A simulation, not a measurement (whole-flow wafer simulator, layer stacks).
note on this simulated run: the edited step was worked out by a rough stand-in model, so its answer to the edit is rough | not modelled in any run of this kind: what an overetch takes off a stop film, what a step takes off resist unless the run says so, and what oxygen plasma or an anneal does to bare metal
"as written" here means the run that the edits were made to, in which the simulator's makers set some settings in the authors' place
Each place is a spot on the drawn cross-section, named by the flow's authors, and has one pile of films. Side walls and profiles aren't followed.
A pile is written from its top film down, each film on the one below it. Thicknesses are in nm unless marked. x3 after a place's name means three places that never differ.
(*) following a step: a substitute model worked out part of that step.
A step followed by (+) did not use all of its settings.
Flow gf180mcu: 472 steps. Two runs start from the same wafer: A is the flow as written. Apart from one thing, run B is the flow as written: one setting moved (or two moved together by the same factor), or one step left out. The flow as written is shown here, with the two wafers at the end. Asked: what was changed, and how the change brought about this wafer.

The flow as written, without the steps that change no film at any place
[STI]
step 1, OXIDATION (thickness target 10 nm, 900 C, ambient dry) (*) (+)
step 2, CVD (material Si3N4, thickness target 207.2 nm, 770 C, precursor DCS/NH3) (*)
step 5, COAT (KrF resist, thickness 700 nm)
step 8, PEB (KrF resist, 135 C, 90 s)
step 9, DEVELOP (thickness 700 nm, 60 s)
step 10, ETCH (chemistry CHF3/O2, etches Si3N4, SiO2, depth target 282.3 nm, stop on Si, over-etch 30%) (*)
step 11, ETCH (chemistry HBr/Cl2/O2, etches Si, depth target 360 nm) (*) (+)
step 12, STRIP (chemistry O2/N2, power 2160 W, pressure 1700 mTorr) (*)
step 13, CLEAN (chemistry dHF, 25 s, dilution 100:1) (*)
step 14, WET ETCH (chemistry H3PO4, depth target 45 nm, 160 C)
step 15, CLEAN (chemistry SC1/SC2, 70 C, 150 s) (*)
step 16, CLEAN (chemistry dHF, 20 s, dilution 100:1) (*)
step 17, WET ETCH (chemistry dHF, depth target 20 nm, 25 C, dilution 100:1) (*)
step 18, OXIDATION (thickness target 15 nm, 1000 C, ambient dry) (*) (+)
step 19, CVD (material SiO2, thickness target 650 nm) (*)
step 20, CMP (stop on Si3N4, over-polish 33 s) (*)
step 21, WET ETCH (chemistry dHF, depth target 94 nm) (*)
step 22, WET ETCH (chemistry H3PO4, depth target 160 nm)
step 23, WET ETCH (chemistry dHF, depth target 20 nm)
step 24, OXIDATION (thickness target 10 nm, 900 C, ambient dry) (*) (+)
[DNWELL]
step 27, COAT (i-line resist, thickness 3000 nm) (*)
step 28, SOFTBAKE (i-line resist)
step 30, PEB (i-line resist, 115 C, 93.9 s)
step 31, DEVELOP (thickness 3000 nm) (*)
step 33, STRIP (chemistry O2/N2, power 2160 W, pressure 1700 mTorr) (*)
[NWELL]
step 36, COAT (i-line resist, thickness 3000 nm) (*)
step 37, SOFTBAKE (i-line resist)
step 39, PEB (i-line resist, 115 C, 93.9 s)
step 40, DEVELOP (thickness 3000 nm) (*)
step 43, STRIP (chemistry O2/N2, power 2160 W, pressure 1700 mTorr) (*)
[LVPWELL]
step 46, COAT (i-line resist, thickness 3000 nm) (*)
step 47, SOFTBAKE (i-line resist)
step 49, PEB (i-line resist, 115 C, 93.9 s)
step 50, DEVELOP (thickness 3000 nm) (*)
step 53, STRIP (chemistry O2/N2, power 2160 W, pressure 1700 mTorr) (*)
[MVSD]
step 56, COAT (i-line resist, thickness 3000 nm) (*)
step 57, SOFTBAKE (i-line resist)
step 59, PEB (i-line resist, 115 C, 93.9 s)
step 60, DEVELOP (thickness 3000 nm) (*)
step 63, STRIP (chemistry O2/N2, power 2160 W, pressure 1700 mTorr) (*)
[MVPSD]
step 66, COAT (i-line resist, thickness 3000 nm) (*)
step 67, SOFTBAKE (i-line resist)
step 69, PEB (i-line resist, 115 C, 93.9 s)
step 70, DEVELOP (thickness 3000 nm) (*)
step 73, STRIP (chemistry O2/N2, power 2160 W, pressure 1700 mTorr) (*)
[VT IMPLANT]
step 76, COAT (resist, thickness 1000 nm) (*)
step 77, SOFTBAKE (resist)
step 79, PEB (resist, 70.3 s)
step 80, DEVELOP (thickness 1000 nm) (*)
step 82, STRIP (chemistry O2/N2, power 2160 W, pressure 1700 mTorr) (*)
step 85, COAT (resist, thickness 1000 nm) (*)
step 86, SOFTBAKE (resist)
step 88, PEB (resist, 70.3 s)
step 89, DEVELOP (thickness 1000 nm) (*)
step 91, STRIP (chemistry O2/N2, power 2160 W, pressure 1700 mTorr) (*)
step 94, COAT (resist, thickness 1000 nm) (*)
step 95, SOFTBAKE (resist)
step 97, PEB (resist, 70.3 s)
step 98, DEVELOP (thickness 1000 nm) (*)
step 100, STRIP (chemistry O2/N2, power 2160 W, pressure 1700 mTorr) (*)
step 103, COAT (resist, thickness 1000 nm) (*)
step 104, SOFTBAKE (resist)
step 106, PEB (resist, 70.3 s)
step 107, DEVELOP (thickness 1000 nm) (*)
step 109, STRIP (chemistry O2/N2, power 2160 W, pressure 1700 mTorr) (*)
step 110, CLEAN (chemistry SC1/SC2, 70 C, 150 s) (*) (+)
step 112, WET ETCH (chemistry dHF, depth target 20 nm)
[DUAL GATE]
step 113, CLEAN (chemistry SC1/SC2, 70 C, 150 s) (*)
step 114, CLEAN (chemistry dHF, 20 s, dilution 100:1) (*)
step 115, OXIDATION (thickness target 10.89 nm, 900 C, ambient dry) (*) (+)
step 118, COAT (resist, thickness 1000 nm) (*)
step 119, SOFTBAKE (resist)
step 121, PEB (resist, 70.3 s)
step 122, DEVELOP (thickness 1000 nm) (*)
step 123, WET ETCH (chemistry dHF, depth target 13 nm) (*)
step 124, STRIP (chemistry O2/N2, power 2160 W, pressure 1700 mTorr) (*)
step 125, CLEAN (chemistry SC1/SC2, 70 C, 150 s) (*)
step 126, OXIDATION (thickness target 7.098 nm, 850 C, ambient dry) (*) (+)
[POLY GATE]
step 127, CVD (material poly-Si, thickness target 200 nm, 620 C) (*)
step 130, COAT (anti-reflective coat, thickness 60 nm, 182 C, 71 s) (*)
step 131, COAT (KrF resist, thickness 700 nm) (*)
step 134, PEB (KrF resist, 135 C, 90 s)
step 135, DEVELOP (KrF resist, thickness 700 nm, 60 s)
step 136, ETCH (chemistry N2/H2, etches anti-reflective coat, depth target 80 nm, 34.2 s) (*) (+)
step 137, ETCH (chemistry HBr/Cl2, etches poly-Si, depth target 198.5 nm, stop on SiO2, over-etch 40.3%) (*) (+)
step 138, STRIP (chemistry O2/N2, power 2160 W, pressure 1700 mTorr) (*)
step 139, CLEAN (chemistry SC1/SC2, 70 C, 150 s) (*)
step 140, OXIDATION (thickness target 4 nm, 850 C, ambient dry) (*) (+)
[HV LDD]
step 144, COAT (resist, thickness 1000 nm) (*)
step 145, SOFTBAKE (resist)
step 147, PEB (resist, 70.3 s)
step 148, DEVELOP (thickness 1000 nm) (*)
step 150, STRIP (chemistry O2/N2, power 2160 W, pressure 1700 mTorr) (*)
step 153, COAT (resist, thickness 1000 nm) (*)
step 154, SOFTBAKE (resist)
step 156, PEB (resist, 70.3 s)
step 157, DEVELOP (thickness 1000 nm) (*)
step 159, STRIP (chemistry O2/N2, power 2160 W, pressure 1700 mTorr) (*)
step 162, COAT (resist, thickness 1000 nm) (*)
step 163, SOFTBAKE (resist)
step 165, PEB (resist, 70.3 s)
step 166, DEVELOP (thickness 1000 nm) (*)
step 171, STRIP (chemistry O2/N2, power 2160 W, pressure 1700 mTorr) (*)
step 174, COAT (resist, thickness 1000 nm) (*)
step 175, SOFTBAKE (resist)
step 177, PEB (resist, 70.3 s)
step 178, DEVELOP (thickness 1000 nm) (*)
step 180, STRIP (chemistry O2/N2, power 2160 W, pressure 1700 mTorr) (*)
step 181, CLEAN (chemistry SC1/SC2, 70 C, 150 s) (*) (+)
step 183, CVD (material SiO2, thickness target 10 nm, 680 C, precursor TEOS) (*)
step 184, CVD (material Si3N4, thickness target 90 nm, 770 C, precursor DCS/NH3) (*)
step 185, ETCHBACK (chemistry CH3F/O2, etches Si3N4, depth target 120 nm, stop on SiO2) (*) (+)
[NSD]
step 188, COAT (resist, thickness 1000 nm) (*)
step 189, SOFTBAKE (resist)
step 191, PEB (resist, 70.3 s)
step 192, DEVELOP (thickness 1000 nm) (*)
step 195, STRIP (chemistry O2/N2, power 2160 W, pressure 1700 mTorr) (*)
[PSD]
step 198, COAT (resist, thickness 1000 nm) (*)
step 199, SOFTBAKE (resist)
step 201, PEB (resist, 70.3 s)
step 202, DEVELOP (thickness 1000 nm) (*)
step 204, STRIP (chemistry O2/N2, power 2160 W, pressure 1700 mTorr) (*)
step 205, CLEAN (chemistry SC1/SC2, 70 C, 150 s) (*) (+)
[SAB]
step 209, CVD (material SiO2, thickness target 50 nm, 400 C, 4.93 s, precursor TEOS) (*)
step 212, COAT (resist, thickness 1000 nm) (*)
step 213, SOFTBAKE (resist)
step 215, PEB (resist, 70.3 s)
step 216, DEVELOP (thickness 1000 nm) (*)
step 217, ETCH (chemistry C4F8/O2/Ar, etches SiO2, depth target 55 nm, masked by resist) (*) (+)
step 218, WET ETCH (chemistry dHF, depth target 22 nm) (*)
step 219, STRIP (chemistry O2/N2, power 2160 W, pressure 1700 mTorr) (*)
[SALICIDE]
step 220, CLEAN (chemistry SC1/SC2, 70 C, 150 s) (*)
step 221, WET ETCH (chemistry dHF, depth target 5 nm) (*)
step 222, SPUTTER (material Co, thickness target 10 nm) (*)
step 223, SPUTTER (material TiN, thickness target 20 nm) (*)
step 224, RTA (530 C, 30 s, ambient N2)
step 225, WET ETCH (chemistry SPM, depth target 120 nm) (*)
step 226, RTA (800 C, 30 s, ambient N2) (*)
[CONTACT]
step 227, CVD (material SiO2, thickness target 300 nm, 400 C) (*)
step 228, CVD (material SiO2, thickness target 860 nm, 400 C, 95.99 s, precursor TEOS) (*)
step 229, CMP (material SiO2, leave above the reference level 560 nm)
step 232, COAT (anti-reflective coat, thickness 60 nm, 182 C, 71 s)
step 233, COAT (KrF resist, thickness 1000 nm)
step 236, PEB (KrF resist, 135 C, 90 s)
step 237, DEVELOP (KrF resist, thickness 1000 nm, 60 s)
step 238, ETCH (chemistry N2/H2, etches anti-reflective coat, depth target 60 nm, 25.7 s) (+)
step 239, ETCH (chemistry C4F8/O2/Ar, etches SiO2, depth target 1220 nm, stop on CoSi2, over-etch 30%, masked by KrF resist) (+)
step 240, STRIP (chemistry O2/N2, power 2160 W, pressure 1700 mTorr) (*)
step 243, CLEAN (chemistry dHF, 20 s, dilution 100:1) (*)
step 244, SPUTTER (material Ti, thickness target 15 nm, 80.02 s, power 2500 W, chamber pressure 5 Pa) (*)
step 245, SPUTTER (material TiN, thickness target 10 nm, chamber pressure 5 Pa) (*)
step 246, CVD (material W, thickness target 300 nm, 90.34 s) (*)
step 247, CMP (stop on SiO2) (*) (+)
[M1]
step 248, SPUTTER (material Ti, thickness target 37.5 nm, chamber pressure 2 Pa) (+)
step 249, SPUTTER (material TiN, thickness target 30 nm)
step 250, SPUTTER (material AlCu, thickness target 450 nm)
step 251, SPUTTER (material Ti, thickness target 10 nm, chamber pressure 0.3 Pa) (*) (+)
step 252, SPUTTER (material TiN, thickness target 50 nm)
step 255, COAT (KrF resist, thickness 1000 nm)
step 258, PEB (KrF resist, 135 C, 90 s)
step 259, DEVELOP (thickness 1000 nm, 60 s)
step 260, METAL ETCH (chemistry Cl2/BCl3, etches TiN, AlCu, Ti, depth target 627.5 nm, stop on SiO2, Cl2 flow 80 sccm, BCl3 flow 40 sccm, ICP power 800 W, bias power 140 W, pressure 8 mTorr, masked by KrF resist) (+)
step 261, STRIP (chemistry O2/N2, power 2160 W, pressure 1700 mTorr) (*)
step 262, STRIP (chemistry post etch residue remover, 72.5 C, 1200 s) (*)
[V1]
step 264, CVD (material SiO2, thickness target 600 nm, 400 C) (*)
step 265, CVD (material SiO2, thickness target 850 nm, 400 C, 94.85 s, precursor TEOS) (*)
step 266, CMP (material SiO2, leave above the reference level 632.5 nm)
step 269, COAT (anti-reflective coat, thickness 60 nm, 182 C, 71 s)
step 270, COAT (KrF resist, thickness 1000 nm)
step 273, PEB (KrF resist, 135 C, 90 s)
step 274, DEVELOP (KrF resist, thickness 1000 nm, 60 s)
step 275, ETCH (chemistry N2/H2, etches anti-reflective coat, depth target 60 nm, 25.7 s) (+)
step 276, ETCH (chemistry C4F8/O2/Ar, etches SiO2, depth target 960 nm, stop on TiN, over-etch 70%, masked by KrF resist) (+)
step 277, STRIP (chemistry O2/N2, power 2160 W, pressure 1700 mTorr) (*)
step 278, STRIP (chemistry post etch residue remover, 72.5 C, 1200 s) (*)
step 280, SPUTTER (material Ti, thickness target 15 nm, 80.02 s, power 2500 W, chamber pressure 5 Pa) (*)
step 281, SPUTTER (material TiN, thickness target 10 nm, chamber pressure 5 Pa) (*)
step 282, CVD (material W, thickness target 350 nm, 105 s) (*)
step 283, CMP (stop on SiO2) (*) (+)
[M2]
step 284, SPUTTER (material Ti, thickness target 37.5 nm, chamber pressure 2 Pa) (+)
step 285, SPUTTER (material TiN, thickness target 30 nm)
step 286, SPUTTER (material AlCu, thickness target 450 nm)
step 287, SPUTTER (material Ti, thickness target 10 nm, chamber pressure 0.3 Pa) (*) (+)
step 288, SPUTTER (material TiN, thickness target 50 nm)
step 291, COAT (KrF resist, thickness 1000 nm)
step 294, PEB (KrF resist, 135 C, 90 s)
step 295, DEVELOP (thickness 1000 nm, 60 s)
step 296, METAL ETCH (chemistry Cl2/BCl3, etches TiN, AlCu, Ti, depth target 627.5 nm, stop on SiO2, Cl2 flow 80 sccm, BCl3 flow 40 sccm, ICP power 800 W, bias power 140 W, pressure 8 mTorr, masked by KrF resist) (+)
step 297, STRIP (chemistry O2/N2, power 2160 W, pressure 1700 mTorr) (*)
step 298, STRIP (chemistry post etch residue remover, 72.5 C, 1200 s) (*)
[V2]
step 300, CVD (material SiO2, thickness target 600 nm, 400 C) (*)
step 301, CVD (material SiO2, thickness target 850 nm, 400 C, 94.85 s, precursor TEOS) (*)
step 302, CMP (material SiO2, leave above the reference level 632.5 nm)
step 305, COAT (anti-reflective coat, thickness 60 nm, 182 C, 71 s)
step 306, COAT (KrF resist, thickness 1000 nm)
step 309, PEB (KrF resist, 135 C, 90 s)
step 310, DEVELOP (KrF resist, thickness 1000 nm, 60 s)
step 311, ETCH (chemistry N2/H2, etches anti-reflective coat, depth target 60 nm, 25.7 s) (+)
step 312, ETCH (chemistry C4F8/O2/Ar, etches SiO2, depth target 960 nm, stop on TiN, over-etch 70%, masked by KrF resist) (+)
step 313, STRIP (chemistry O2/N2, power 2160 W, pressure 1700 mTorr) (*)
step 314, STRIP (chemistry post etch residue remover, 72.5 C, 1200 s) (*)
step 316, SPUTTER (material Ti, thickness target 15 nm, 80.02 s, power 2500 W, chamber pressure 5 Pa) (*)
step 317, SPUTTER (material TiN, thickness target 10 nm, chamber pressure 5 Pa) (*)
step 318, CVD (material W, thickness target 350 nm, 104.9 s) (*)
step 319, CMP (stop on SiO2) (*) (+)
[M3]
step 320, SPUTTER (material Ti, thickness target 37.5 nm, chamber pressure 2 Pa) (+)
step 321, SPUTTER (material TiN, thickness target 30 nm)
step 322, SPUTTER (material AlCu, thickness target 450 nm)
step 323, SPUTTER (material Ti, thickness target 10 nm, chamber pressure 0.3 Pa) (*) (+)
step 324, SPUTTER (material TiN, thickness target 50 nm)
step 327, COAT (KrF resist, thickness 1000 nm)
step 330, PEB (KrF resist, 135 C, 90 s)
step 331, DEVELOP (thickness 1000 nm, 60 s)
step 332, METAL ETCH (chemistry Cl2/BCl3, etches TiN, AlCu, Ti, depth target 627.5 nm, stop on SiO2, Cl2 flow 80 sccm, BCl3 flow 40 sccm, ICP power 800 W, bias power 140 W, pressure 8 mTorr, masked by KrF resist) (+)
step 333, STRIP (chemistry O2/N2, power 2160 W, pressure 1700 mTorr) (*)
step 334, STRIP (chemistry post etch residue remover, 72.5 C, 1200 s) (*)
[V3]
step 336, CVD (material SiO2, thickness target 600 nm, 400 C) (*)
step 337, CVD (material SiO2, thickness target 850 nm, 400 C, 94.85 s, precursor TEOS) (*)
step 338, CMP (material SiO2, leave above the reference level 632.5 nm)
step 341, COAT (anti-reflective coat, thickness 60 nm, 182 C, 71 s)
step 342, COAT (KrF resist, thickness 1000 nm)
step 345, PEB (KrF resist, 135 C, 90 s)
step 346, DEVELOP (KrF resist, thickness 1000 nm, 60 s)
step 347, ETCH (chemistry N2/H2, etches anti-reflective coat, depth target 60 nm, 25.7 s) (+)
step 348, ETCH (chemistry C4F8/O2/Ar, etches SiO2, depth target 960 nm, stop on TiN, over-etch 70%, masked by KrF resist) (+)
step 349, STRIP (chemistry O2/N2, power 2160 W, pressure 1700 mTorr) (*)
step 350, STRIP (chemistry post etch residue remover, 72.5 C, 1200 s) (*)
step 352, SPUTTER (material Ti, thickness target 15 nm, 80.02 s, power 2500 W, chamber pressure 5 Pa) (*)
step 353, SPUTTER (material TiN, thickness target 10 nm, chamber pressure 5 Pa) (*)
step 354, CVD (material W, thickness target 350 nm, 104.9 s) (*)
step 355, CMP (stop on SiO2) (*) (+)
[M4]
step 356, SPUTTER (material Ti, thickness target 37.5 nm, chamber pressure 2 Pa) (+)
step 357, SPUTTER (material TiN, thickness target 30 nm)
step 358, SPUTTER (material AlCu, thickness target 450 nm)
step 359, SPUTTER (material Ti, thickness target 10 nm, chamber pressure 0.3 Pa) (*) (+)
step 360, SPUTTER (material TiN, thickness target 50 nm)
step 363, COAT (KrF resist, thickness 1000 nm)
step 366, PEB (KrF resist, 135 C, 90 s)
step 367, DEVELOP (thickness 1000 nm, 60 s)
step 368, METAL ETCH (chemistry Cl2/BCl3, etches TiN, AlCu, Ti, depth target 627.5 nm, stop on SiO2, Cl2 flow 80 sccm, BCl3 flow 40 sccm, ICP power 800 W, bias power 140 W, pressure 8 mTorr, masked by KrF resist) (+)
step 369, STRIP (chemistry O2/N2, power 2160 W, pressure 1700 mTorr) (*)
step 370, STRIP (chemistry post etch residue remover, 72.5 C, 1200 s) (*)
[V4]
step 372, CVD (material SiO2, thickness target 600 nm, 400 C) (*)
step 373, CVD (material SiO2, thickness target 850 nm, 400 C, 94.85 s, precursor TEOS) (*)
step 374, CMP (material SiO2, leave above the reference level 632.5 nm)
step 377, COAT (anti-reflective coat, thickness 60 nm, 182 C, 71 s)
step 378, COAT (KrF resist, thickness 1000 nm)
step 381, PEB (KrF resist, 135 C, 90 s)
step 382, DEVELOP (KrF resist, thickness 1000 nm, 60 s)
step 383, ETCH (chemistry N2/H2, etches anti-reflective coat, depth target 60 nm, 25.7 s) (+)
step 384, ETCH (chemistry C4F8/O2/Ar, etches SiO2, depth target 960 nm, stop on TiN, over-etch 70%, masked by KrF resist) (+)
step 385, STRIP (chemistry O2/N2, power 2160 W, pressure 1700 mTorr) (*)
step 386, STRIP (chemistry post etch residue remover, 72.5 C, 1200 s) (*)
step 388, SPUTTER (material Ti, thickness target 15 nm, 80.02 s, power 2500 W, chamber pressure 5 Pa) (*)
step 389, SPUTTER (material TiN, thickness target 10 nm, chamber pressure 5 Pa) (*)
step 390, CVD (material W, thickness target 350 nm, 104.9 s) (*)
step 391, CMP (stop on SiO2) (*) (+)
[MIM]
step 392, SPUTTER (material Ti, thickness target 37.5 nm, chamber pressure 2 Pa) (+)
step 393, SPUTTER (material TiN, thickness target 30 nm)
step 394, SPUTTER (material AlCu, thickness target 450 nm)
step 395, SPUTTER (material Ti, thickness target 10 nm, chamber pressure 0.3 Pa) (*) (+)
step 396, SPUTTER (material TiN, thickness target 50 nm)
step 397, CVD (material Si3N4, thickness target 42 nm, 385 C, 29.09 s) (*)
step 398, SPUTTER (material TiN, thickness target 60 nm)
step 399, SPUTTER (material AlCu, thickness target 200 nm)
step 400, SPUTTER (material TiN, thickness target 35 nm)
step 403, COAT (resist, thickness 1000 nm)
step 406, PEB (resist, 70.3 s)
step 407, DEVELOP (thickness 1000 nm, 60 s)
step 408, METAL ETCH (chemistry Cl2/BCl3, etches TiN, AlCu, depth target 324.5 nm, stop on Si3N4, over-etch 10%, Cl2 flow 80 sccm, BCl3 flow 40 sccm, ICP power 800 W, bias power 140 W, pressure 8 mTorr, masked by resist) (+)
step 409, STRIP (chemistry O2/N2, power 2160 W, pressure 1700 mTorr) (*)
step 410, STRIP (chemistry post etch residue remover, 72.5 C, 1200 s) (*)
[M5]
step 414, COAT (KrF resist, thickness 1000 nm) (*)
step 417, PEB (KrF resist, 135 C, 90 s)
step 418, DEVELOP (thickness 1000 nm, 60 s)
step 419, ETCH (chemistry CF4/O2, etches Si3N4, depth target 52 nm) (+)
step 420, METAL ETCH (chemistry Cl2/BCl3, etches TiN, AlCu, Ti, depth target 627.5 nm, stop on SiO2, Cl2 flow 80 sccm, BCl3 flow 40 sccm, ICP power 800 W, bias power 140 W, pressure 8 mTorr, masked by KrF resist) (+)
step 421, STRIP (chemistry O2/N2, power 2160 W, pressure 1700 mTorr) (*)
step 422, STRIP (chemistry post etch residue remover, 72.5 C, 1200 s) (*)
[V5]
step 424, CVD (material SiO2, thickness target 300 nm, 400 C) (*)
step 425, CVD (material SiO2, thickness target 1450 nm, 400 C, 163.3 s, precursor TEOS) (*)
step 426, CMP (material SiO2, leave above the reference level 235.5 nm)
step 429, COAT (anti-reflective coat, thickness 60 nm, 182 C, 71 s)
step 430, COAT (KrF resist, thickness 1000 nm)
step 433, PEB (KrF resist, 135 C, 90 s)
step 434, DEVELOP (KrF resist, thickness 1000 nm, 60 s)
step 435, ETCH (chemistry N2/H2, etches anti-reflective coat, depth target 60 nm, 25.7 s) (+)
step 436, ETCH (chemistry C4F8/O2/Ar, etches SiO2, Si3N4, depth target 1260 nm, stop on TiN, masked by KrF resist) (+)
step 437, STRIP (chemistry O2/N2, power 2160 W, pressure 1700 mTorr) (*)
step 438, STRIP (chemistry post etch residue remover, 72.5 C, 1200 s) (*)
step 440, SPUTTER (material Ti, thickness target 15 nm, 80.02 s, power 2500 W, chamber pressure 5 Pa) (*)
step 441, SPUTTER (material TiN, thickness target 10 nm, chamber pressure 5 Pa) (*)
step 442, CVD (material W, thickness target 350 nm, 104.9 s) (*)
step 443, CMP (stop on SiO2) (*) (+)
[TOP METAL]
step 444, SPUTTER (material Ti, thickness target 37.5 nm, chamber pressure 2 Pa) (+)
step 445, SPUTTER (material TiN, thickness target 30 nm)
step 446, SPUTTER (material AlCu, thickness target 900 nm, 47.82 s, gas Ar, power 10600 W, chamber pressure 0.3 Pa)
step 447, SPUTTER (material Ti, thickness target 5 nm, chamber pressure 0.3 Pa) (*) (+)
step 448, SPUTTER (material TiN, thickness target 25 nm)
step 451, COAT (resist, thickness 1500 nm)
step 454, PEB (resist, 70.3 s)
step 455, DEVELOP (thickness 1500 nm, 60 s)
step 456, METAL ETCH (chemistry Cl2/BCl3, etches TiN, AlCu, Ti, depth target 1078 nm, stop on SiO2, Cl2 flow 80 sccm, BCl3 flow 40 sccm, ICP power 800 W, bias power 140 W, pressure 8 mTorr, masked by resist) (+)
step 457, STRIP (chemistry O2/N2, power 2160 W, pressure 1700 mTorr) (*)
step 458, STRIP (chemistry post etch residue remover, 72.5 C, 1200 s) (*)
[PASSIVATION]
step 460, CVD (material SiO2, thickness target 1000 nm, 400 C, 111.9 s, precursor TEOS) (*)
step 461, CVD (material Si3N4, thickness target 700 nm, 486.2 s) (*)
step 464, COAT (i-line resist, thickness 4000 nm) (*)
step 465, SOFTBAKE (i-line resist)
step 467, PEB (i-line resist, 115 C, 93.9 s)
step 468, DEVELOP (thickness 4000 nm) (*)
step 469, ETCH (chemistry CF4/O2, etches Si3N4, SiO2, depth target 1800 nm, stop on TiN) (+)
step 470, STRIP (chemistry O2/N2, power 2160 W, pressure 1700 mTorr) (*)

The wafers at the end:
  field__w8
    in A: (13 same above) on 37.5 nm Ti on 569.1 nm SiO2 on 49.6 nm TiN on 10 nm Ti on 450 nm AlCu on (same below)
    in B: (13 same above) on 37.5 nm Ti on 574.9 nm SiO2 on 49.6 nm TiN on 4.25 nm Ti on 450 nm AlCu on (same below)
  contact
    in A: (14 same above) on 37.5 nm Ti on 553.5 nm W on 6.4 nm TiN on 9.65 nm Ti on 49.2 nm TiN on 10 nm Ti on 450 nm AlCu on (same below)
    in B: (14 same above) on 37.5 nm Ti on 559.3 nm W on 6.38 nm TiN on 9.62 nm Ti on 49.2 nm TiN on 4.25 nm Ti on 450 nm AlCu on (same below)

What caused this: step 359, SPUTTER: thickness target 4.25 nm was run, whereas the flow has thickness target 10 nm.
One can read it off the wafer: field__w8 has Ti 4.25, and step 359 as written asks for 10 nm.

How this came from the change, step by step:
  step 359, SPUTTER (material Ti, thickness target 10 nm, chamber pressure 0.3 Pa) (*) (+)
      field, field__w1, field__w2 and 108 more: A Ti gains 10 (new film) | B Ti gains 4.25 (new film)
  step 368, METAL ETCH (chemistry Cl2/BCl3, etches TiN, AlCu, Ti, depth target 627.5 nm, stop on SiO2, Cl2 flow 80 sccm, BCl3 flow 40 sccm, ICP power 800 W, bias power 140 W, pressure 8 mTorr, masked by KrF resist) (+)
      field, field__w1, field__w2 and 103 more: A TiN loses 50 (all of it), Ti loses 10 (all of it), AlCu loses 450 (all of it), TiN loses 30 (all of it), Ti loses 37.5 (all of it) | B TiN loses 50 (all of it), Ti loses 4.25 (all of it), AlCu loses 450 (all of it), TiN loses 30 (all of it), Ti loses 37.5 (all of it)
